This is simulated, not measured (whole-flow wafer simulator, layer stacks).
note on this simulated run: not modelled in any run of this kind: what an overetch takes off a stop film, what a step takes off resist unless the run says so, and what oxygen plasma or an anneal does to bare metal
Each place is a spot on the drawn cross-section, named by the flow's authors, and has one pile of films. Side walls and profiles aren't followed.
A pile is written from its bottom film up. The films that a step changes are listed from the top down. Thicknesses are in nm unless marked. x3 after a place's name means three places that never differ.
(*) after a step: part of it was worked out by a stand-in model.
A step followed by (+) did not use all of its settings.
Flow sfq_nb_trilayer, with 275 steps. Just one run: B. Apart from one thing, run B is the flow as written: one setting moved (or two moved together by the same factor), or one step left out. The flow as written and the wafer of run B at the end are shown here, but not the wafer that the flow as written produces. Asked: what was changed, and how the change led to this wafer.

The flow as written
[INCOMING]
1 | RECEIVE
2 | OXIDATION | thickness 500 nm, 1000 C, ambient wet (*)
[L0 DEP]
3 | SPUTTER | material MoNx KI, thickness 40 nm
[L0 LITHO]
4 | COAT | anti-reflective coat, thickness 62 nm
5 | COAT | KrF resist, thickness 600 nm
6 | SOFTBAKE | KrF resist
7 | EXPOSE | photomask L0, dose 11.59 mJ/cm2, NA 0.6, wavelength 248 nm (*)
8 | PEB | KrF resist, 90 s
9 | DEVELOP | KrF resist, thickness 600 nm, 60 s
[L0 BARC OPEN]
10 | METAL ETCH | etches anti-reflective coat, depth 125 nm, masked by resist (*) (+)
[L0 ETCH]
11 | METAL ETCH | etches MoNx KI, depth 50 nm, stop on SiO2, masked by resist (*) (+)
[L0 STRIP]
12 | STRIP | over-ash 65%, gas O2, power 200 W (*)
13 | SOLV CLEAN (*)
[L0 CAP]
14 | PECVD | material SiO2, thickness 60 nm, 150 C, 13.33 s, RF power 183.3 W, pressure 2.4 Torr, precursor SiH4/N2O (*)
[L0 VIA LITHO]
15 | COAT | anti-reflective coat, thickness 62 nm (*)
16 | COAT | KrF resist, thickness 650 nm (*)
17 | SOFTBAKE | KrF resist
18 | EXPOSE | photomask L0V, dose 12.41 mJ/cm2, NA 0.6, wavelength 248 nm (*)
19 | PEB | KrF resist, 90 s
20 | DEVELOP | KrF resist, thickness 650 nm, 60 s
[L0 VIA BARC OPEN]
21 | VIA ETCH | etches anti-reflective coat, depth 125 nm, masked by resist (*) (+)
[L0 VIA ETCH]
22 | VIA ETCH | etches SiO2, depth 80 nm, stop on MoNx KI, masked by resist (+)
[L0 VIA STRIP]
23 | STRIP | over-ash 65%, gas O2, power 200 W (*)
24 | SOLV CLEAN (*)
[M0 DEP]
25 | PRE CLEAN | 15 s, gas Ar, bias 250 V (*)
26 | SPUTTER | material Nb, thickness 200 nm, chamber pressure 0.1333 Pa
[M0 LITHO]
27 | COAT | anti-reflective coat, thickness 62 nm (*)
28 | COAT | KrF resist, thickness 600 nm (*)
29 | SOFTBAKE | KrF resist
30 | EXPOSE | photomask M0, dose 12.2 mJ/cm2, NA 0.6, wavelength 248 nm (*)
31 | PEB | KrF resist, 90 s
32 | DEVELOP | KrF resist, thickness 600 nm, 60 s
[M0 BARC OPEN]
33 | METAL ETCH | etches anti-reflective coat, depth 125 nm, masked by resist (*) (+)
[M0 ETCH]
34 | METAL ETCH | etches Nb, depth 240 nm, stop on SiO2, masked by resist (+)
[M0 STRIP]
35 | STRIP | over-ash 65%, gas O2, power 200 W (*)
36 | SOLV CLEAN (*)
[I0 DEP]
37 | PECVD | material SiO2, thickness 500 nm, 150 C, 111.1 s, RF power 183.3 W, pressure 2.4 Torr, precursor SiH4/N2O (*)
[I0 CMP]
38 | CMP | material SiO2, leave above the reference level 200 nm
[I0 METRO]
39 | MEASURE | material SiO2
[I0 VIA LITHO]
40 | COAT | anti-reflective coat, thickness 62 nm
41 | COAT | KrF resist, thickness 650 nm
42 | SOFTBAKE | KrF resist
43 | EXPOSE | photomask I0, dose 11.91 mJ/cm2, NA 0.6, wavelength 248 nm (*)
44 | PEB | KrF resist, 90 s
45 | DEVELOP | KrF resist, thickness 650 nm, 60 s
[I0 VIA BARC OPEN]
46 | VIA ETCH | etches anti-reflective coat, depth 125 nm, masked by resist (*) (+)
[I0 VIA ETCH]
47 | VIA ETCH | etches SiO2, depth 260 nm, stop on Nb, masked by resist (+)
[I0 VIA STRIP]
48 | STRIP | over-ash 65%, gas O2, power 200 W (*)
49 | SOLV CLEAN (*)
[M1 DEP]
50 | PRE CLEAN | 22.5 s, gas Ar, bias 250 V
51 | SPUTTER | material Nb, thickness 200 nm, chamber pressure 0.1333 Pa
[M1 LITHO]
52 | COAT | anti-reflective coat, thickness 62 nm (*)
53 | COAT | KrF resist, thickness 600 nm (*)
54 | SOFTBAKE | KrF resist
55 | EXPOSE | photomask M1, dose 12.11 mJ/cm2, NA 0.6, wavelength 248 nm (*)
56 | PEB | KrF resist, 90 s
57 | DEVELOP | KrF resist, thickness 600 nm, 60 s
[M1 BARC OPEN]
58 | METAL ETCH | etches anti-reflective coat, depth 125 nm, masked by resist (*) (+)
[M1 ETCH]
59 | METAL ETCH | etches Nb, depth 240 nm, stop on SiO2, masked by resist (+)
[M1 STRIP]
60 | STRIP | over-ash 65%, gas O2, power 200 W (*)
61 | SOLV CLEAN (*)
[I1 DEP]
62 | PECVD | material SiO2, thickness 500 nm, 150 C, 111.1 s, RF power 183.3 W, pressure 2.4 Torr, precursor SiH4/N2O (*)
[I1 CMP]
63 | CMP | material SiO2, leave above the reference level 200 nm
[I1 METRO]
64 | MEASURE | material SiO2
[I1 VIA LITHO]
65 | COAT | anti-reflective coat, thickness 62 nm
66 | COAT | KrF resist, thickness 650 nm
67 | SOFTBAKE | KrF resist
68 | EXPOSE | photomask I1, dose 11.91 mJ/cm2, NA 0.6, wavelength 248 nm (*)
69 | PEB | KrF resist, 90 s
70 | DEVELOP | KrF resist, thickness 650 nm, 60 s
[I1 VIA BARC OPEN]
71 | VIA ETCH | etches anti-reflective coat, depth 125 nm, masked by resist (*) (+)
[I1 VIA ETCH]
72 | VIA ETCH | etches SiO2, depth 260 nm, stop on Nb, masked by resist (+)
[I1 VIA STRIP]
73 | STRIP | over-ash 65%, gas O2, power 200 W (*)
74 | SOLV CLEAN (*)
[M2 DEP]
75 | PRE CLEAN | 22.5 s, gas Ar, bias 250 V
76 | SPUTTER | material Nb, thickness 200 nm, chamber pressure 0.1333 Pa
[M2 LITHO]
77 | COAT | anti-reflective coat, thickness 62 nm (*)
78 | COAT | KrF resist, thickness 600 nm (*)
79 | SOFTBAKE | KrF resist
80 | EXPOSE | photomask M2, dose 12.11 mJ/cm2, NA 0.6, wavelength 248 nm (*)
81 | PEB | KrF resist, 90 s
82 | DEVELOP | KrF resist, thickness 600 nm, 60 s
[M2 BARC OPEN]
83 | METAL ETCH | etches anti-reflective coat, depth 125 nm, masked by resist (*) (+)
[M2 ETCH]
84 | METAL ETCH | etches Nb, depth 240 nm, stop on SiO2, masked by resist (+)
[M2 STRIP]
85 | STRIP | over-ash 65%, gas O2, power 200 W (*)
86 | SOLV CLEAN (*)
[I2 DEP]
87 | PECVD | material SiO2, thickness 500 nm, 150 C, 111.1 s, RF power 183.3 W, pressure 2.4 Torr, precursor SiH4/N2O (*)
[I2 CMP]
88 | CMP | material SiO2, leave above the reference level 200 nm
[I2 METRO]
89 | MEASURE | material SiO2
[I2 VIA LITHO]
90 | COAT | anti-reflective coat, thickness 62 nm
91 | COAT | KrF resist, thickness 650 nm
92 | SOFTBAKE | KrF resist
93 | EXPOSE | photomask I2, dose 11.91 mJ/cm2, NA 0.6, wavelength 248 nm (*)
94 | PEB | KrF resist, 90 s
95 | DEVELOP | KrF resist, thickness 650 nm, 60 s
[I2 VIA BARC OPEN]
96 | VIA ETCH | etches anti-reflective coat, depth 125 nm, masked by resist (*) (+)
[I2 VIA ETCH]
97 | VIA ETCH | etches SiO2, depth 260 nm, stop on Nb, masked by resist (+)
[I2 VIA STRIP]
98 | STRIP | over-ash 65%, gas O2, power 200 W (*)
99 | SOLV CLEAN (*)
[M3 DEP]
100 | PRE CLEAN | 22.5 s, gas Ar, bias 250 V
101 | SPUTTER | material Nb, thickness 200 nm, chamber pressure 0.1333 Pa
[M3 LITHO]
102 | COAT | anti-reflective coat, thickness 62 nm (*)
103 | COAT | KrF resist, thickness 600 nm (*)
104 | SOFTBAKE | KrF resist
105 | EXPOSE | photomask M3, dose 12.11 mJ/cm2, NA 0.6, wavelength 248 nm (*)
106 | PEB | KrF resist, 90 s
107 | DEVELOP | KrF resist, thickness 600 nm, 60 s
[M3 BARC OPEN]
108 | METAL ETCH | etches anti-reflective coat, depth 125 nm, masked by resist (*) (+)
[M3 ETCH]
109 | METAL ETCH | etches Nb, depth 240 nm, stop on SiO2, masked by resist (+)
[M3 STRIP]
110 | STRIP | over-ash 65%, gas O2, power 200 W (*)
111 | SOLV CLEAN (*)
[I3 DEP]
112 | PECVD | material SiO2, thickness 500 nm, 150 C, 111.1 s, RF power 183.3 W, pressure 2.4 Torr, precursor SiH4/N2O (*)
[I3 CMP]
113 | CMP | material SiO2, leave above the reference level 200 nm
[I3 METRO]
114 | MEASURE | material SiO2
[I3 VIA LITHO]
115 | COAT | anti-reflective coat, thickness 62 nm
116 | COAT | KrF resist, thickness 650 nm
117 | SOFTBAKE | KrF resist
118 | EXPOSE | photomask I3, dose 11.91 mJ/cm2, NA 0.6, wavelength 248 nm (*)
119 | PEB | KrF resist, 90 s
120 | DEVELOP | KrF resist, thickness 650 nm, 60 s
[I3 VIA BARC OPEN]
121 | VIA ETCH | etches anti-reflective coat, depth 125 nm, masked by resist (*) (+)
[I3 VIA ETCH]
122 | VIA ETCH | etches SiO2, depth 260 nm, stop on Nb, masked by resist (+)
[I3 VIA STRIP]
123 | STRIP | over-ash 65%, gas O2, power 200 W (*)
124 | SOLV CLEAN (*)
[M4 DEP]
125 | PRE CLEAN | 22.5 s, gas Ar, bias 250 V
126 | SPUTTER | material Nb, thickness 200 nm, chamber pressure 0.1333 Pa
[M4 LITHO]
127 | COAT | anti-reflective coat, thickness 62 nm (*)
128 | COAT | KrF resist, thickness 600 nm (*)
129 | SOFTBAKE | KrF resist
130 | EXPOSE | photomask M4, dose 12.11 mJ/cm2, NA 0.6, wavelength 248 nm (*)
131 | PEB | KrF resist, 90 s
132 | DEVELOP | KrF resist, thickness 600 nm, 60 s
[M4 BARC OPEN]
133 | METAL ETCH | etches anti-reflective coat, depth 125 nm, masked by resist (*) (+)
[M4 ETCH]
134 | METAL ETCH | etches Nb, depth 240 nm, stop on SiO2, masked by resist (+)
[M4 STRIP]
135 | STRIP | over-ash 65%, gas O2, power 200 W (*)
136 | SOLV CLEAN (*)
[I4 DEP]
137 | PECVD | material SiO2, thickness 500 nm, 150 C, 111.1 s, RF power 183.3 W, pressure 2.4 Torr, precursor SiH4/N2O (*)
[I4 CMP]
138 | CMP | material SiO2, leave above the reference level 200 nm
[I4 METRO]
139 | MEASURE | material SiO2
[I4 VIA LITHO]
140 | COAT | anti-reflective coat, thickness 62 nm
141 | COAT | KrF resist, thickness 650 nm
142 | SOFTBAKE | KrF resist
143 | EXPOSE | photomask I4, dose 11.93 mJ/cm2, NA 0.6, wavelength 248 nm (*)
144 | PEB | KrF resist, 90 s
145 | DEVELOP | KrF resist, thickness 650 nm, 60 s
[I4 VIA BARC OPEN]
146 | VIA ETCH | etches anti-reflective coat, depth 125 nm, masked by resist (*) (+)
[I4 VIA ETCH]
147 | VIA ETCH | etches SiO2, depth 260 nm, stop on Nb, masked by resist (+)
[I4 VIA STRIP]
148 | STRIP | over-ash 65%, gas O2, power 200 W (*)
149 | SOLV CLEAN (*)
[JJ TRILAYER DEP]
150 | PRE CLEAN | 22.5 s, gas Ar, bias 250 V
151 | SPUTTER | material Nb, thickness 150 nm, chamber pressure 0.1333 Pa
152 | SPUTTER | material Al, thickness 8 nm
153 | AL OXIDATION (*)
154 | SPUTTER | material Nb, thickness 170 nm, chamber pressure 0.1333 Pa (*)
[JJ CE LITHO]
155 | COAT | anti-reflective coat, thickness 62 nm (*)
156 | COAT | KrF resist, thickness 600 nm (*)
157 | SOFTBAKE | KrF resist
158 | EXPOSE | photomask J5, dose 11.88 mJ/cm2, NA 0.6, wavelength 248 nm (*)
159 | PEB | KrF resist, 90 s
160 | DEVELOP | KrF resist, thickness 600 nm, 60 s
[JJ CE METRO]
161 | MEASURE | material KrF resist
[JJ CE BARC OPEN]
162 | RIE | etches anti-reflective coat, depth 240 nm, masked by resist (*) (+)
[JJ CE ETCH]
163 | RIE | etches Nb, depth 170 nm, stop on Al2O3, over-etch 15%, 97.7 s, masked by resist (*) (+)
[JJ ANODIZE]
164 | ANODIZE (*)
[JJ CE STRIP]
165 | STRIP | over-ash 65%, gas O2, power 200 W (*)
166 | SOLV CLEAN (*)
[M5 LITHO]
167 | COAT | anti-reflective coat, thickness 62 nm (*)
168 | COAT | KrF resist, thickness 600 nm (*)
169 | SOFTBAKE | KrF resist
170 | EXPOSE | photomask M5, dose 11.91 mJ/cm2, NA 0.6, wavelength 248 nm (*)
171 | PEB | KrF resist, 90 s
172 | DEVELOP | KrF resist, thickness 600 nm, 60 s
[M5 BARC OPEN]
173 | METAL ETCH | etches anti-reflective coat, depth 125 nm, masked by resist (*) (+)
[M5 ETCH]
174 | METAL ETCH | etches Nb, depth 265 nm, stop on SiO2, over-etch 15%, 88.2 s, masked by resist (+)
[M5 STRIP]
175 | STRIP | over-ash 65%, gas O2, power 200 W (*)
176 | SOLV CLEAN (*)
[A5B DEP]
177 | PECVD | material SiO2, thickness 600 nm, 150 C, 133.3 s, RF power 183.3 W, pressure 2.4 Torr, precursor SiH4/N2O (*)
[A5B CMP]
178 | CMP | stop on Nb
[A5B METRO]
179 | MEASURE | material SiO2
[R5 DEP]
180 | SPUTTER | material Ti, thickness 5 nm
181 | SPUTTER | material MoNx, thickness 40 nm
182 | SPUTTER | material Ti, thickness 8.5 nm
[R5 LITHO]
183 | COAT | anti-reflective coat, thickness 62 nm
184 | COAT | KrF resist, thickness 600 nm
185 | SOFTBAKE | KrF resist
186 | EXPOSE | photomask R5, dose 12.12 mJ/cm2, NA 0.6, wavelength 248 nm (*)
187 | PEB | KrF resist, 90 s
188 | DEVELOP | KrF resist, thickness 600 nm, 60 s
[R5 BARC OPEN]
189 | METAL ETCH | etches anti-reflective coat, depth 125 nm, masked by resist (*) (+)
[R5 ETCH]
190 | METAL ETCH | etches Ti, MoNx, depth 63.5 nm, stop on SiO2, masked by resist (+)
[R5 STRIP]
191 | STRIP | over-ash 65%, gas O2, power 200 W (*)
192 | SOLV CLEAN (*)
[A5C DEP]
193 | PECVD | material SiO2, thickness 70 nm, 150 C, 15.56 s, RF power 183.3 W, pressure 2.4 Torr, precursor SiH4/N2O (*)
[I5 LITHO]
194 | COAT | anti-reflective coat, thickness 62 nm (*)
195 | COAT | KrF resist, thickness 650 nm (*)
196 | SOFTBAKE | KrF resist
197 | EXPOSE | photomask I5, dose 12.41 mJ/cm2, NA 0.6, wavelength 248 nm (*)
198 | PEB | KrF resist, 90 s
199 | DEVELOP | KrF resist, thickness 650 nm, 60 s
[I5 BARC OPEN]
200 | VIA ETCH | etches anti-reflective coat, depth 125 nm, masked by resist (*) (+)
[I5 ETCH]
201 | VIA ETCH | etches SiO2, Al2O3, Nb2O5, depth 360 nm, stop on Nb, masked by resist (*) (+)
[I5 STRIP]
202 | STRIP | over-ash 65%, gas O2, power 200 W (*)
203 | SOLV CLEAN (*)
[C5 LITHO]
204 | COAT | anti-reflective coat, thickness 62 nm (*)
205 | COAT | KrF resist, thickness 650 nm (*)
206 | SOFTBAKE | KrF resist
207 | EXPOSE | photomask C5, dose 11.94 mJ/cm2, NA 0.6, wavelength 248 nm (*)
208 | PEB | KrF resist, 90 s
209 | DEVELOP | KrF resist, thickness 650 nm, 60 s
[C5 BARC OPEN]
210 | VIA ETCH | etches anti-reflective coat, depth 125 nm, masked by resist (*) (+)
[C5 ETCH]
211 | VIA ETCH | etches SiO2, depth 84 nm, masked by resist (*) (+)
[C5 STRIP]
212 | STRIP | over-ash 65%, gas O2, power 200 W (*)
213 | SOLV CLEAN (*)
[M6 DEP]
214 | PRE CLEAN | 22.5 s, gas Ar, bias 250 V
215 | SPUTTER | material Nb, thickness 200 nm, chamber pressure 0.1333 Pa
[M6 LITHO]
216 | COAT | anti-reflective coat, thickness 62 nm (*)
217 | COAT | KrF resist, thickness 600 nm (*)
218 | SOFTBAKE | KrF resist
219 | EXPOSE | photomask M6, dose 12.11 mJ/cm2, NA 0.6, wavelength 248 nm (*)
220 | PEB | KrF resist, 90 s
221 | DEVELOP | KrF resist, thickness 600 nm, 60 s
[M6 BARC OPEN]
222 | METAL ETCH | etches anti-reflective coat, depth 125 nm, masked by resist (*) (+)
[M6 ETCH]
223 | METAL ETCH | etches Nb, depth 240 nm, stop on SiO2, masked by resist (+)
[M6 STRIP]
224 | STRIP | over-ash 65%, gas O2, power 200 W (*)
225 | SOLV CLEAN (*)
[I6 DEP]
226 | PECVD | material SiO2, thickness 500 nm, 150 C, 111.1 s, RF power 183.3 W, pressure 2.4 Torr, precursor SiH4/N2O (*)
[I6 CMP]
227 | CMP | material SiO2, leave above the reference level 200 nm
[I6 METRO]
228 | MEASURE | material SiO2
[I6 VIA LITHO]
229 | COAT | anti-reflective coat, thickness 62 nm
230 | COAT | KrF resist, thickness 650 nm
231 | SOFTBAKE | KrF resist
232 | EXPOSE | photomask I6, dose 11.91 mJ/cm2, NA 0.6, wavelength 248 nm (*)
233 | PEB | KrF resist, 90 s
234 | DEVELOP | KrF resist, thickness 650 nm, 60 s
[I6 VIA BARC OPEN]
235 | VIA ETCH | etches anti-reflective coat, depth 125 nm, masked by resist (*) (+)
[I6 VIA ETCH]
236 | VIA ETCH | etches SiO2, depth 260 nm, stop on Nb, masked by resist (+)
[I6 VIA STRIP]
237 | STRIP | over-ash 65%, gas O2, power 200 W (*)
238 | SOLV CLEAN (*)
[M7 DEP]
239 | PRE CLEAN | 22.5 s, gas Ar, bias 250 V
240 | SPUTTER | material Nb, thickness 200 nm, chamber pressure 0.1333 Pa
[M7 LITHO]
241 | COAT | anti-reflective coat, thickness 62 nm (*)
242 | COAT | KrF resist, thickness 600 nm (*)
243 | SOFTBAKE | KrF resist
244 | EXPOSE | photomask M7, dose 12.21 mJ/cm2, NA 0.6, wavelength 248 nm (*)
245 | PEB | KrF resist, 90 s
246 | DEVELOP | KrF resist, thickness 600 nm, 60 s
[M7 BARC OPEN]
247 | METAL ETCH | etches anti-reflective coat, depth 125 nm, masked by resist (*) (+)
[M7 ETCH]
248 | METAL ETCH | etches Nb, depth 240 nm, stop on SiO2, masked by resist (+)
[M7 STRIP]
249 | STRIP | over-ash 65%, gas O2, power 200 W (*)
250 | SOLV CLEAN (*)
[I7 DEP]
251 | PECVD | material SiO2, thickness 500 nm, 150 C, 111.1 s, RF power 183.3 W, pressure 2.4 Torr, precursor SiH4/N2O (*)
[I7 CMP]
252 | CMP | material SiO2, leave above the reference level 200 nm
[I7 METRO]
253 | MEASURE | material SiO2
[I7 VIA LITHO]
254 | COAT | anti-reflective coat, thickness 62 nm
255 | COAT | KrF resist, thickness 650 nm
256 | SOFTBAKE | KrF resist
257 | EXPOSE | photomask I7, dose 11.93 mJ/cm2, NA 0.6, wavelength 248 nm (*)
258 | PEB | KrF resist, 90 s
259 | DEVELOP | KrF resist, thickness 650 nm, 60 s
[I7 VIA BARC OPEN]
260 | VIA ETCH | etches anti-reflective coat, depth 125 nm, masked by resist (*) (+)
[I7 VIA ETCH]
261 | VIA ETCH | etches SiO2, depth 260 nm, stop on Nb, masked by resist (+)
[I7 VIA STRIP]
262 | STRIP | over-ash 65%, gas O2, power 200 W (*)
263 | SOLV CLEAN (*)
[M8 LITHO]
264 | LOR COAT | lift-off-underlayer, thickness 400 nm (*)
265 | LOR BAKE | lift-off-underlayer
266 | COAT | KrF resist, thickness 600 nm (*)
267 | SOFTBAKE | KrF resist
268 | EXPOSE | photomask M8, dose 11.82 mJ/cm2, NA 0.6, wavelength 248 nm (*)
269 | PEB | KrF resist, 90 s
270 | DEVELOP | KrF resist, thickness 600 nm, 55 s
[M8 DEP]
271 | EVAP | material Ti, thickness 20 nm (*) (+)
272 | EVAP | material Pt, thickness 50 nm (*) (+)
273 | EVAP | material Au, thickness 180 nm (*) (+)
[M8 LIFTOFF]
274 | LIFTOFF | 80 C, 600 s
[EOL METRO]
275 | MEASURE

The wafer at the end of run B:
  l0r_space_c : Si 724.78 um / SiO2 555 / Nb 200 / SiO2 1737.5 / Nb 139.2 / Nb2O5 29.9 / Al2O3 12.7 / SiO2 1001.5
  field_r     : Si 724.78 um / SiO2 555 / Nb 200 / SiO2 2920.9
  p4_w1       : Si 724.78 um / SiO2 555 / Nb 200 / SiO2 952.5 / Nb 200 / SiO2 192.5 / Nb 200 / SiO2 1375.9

Cause: step 76, SPUTTER: thickness 175 nm was run, whereas the flow has thickness 200 nm.

Step by step, how the change led to this:
  76 | SPUTTER | material Nb, thickness 200 nm, chamber pressure 0.1333 Pa
      field_l, v_sur, via_wl and 102 more: +175 Nb (new film) (it would be, as written: +200 Nb (new film))
      via_v: +153.1 Nb (it would be, as written: +174.5 Nb)
  84 | METAL ETCH | etches Nb, depth 240 nm, stop on SiO2, masked by resist (+)
      field_l, be, be_sur and 81 more: -175 Nb (all of it) (it would be, as written: -200 Nb (all of it))
  88 | CMP | material SiO2, leave above the reference level 200 nm
      field_l, be, be_sur and 81 more: -125 SiO2 (it would be, as written: -100 SiO2)
